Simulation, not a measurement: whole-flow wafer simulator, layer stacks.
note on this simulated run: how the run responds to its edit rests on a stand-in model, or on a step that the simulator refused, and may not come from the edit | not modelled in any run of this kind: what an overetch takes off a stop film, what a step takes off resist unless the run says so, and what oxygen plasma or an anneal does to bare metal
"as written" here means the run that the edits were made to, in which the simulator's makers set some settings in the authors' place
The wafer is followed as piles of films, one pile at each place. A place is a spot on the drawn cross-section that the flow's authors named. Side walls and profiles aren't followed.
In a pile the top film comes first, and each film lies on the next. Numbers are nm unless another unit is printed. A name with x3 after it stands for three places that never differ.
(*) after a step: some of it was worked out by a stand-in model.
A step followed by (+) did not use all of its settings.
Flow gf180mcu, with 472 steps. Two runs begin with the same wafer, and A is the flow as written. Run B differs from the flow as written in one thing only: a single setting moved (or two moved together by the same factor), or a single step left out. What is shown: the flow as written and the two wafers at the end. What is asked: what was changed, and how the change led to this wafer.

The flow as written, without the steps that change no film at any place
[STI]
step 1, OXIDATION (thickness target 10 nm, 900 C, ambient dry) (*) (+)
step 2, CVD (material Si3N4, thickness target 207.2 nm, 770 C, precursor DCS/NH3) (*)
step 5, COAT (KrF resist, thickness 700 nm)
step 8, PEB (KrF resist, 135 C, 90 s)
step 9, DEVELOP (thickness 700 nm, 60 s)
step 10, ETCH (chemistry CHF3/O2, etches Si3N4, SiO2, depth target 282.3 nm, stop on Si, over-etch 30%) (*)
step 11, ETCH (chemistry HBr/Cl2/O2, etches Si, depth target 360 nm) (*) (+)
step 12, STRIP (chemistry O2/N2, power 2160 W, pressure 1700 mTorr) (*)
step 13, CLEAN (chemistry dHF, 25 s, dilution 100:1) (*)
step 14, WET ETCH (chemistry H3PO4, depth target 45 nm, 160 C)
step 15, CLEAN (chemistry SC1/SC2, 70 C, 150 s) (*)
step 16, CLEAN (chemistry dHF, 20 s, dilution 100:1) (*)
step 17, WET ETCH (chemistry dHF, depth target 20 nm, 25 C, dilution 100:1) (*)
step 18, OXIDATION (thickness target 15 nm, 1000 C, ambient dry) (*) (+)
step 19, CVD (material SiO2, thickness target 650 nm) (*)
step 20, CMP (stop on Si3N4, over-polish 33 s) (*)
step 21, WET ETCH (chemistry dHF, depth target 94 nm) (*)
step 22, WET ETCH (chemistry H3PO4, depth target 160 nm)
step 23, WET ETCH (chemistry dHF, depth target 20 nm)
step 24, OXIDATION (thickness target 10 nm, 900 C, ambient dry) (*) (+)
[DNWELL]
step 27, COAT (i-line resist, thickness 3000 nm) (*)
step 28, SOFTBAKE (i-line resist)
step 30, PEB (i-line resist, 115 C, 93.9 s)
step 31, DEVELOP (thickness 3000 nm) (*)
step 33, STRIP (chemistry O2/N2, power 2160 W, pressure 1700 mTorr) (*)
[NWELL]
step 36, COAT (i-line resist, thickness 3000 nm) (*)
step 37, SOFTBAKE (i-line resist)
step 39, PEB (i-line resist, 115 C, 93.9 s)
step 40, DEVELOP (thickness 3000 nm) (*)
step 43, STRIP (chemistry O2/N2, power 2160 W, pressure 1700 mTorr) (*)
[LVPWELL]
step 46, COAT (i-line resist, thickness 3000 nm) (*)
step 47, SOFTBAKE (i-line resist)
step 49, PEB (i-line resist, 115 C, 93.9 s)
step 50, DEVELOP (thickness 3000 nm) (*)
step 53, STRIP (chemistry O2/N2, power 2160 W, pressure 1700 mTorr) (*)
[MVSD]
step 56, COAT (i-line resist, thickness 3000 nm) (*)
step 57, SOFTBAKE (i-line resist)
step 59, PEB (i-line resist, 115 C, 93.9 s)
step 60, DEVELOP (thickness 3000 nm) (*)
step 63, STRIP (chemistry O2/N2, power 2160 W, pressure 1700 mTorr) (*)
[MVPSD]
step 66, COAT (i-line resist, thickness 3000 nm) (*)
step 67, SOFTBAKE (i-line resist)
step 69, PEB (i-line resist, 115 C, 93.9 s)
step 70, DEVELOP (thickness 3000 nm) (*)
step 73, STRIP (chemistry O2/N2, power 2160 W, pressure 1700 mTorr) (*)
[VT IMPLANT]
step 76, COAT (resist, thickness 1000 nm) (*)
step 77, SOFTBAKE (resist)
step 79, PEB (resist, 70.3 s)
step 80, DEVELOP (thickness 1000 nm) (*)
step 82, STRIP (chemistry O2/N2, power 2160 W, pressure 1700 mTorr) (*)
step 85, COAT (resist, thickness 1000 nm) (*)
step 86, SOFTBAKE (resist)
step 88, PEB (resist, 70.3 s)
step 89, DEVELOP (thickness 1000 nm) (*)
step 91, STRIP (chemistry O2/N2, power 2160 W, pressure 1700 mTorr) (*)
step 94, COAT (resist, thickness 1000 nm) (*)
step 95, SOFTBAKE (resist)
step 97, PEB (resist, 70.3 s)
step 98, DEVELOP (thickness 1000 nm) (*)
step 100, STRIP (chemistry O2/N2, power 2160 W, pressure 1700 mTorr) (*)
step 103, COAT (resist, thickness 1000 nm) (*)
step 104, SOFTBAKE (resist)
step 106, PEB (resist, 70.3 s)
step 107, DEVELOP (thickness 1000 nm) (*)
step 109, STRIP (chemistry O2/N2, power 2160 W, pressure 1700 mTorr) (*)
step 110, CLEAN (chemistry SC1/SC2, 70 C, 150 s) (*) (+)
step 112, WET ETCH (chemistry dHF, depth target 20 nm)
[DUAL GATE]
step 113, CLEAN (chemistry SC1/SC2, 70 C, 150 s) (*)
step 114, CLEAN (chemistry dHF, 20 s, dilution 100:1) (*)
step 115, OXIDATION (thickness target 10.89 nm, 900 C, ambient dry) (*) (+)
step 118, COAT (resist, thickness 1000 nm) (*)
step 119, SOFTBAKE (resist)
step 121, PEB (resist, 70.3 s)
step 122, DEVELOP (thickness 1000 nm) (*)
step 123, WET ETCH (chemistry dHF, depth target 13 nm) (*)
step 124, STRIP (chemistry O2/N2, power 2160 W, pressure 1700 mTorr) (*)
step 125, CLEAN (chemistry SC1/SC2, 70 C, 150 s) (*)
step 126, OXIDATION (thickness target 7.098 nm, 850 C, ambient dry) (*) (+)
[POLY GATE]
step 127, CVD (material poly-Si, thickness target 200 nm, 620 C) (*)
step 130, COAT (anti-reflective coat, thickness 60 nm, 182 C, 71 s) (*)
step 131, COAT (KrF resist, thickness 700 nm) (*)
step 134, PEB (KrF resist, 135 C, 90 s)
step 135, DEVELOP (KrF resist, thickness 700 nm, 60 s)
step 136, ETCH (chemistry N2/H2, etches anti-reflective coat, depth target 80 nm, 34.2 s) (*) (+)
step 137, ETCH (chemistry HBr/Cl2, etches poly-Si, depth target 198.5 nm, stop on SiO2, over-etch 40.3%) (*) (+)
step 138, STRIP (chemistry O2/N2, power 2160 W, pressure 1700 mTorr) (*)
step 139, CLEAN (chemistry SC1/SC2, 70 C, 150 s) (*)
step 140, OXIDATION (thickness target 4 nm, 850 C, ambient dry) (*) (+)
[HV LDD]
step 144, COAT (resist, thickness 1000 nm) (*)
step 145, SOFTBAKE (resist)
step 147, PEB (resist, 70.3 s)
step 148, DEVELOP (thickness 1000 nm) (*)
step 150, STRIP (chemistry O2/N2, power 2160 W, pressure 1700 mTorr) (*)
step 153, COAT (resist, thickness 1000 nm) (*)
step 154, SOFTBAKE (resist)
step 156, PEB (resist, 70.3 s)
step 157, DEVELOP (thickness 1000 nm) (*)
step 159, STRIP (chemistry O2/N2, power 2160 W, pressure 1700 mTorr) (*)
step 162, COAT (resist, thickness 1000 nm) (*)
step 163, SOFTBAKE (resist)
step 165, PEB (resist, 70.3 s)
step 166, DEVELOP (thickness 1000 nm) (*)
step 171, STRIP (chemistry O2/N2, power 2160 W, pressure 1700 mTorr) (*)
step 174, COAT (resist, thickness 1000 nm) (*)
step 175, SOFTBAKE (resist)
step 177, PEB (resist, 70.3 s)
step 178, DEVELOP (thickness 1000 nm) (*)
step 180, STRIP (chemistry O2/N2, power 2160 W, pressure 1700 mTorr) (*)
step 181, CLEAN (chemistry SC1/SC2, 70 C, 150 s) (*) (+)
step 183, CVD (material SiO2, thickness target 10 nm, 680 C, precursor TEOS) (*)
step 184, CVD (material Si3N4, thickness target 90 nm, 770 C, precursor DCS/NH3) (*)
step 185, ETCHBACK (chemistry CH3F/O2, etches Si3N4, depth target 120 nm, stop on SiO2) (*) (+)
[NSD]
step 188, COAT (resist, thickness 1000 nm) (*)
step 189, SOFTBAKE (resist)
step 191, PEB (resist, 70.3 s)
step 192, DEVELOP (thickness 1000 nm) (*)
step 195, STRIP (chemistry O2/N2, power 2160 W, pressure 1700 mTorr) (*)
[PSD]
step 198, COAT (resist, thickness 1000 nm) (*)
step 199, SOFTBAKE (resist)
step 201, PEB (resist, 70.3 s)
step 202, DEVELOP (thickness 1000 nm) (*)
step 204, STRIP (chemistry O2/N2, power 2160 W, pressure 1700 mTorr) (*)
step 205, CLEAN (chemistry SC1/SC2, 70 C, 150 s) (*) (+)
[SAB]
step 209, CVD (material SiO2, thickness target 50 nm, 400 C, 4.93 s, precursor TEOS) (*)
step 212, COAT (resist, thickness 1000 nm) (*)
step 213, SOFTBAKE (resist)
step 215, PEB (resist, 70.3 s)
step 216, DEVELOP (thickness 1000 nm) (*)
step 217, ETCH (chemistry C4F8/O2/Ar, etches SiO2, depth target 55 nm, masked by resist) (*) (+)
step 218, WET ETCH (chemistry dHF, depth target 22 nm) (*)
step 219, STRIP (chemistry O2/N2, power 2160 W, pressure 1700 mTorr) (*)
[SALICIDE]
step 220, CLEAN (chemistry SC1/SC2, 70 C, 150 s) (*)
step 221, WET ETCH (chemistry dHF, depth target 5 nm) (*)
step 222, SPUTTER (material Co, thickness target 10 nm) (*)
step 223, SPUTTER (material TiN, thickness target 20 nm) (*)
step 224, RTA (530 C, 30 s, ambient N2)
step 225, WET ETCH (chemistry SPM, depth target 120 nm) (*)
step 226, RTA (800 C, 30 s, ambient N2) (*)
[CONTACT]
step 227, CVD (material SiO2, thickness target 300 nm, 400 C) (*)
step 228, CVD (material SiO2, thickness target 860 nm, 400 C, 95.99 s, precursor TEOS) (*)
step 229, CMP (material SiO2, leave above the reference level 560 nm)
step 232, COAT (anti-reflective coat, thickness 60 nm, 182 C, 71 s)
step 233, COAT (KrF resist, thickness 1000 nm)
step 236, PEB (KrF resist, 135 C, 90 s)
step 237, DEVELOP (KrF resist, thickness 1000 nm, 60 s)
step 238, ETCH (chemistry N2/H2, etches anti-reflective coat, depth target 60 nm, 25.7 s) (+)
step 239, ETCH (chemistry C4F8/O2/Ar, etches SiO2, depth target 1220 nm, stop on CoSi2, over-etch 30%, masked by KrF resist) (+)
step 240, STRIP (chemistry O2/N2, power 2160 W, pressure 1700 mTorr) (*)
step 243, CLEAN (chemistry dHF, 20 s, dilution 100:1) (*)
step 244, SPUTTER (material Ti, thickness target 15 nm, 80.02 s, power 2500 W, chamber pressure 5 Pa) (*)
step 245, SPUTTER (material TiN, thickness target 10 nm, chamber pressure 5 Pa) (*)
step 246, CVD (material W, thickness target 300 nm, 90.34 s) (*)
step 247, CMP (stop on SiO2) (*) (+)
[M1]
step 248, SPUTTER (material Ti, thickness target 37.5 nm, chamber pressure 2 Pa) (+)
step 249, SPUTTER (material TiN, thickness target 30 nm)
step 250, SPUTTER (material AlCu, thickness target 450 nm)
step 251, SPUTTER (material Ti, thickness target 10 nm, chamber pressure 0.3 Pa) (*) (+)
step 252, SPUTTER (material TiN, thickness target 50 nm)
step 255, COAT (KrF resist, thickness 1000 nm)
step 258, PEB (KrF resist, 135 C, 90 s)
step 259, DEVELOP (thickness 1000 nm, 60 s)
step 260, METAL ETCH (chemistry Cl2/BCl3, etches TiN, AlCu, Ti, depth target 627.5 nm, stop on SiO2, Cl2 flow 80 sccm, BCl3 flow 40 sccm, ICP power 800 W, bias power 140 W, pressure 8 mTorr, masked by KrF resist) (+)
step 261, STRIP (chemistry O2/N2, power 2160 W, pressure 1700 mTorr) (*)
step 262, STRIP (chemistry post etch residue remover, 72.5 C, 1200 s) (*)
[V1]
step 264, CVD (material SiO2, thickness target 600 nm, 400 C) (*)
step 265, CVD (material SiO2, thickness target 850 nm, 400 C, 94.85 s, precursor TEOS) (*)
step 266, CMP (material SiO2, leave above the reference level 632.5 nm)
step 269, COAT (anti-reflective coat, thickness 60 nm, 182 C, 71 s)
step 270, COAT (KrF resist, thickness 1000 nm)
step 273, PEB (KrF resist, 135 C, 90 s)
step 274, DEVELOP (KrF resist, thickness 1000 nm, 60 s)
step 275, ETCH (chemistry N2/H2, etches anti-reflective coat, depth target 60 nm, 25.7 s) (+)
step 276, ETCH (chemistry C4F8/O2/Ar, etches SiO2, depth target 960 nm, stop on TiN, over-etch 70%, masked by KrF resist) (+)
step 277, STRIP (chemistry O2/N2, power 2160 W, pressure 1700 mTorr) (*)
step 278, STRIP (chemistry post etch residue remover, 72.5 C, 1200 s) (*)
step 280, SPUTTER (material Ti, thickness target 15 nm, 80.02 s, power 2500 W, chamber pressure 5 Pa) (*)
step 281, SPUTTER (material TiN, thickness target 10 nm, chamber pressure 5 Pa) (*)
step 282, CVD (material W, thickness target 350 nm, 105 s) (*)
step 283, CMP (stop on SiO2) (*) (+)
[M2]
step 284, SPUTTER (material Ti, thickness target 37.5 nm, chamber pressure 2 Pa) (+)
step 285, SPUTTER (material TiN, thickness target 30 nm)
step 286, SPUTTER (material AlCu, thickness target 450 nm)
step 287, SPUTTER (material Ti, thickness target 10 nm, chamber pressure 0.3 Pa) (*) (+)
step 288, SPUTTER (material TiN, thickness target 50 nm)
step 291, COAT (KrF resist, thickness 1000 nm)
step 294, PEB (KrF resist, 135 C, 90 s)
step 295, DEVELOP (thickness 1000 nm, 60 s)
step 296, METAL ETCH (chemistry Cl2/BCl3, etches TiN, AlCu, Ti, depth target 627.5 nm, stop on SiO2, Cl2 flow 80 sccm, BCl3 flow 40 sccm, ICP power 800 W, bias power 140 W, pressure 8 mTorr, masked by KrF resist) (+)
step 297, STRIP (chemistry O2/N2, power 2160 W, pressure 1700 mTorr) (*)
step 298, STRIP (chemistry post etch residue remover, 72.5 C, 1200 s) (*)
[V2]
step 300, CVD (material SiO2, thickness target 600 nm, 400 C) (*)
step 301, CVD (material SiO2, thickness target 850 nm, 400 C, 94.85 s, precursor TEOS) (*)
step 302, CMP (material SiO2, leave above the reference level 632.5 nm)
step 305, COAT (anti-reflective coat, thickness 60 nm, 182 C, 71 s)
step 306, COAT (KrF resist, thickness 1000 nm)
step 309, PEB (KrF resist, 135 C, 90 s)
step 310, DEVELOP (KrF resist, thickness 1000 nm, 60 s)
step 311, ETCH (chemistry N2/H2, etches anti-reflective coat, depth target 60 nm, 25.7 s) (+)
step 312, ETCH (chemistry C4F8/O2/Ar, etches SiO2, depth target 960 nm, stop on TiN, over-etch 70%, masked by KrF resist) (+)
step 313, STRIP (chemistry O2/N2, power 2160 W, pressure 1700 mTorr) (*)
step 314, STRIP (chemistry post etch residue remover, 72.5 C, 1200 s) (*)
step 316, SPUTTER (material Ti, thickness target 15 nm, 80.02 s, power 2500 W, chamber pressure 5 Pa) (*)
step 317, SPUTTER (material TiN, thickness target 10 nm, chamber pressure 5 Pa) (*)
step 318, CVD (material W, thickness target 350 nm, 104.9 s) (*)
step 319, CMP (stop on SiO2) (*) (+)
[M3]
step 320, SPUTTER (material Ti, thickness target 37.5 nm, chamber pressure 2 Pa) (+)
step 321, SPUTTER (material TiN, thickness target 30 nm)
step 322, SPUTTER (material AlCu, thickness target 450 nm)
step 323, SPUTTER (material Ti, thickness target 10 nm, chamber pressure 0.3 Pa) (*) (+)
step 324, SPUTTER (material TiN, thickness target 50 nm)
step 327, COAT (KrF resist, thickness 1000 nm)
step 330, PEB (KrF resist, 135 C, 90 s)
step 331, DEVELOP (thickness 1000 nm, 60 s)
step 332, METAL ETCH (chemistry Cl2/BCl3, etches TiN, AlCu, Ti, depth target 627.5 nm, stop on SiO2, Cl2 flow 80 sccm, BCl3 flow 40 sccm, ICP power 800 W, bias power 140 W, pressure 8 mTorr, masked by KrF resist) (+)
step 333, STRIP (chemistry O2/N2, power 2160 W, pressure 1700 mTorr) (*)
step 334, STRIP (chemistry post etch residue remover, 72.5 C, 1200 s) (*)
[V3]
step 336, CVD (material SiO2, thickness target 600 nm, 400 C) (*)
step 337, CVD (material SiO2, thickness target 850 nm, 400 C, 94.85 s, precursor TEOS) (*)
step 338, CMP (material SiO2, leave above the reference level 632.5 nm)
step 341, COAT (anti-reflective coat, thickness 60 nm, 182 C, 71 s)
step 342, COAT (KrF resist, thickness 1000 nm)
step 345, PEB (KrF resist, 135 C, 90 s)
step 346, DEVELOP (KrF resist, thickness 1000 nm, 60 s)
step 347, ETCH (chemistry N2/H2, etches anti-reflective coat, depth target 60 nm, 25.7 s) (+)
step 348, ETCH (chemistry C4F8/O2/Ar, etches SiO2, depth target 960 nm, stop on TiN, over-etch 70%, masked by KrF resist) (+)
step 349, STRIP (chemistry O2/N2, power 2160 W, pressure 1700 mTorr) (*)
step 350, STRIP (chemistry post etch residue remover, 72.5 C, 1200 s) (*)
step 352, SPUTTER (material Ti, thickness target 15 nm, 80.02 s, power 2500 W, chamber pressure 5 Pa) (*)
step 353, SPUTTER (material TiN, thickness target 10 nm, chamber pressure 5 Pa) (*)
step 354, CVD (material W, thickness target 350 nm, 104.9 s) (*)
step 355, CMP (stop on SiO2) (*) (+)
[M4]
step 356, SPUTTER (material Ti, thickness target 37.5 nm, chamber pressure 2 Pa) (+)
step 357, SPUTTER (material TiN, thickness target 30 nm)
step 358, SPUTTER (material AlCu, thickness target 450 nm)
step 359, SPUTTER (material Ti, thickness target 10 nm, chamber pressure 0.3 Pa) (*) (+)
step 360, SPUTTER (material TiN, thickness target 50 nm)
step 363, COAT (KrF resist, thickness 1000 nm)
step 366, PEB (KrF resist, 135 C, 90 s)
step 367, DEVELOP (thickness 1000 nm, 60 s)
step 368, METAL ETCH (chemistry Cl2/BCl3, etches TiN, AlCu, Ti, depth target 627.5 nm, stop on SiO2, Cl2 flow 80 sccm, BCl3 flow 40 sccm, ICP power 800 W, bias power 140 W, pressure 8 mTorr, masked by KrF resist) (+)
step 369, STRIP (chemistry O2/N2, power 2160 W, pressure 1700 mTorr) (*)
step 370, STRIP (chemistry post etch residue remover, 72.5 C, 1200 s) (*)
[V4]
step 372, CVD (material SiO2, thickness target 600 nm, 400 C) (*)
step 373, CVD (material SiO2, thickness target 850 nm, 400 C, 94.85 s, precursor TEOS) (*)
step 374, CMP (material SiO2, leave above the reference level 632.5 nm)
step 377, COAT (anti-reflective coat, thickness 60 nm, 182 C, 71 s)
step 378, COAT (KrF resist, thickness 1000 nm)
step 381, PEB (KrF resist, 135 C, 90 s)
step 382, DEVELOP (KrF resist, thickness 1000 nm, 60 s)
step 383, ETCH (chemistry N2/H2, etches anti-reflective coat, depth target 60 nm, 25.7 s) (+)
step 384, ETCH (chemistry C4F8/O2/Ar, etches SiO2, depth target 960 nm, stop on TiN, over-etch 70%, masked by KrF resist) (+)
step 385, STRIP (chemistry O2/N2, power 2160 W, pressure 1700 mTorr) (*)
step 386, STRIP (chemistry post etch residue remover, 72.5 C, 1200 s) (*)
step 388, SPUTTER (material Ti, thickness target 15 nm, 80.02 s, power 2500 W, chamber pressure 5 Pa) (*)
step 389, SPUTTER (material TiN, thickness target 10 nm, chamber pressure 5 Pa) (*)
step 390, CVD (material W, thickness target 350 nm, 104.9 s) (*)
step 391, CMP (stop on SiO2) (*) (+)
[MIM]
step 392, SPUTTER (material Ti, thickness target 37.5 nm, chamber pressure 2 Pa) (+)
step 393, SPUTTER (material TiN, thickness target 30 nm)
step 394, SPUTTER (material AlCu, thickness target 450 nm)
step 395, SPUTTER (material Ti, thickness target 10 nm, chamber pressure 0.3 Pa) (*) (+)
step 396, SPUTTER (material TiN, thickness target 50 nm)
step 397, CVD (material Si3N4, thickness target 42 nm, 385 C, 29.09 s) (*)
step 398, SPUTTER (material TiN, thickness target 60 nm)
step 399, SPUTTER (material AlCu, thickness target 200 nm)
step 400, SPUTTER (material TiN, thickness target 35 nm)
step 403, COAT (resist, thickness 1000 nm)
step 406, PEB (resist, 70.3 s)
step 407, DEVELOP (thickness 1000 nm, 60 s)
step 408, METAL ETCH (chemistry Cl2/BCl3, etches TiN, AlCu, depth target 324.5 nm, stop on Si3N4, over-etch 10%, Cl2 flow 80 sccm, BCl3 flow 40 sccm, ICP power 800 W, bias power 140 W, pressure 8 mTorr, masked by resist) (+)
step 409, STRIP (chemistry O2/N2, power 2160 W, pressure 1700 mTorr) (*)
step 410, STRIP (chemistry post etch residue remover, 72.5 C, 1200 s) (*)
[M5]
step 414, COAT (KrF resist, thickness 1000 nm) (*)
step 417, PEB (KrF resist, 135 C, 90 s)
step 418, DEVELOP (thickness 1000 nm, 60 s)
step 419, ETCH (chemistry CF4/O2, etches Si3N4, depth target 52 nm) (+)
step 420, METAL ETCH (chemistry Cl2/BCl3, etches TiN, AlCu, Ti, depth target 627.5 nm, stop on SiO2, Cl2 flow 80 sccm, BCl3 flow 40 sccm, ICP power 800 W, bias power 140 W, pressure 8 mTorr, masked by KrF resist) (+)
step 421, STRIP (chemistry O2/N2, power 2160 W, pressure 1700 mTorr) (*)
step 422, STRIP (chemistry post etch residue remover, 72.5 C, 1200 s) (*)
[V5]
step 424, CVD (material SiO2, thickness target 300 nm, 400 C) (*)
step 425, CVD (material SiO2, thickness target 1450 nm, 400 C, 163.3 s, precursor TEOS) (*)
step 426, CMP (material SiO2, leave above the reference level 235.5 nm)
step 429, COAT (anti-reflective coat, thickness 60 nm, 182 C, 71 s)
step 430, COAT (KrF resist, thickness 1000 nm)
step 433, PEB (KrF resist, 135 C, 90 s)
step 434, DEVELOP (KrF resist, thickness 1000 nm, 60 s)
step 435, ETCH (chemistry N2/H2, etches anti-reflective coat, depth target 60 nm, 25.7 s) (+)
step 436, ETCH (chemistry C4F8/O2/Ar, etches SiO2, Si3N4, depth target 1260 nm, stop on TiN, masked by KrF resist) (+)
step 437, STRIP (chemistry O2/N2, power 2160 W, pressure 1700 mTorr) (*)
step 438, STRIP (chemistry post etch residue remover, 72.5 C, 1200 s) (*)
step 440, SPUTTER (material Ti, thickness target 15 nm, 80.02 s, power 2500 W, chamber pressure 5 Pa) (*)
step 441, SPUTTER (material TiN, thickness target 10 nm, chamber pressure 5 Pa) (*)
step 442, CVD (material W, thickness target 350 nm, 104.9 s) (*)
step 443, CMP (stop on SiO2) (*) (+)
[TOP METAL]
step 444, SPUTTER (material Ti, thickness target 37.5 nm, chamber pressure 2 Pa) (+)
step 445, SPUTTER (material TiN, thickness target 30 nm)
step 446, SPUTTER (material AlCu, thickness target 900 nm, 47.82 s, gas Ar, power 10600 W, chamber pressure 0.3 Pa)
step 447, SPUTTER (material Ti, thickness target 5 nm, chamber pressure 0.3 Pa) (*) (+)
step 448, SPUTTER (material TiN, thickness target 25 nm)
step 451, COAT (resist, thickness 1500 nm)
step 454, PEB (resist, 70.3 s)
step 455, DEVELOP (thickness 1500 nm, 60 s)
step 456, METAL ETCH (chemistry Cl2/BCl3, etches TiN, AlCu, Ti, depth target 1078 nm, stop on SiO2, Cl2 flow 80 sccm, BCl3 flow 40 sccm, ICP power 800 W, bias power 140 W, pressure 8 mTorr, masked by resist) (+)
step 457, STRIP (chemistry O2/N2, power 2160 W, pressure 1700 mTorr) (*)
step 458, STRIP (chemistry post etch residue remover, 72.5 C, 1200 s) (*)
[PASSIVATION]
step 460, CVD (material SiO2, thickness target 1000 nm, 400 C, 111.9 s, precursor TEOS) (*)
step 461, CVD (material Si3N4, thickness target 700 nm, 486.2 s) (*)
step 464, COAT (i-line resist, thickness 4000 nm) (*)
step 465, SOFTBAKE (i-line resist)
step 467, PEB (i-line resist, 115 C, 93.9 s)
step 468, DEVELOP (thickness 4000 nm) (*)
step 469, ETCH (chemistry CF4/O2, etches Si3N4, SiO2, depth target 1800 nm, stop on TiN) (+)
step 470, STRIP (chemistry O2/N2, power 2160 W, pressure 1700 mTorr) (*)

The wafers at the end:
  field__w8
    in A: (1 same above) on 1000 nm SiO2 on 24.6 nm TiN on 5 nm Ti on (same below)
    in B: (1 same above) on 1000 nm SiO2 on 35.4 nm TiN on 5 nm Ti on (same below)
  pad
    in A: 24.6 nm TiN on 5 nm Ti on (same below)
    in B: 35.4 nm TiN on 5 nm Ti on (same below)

What caused this: step 448, SPUTTER: thickness target 35.8 nm was run, though the flow has thickness target 25 nm.

How this came from the change, step by step:
  step 448, SPUTTER (material TiN, thickness target 25 nm)
      field, field__w1, field__w2 and 109 more: A +25 TiN (new film) | B +35.8 TiN (new film)
  step 456, METAL ETCH (chemistry Cl2/BCl3, etches TiN, AlCu, Ti, depth target 1078 nm, stop on SiO2, Cl2 flow 80 sccm, BCl3 flow 40 sccm, ICP power 800 W, bias power 140 W, pressure 8 mTorr, masked by resist) (+)
      field, field__w1, field__w2 and 103 more: A -25 TiN (all of it), -5 Ti (all of it), -900 AlCu (all of it), -30 TiN (all of it), -37.5 Ti (all of it) | B -35.8 TiN (all of it), -5 Ti (all of it), -900 AlCu (all of it), -30 TiN (all of it), -37.5 Ti (all of it)
  step 465, SOFTBAKE (i-line resist)
      gate: A +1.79 i-line resist | B -0.28 i-line resist
      field__w11, field__w13: A +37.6 i-line resist | B +31.5 i-line resist
      (also at 57 further places)
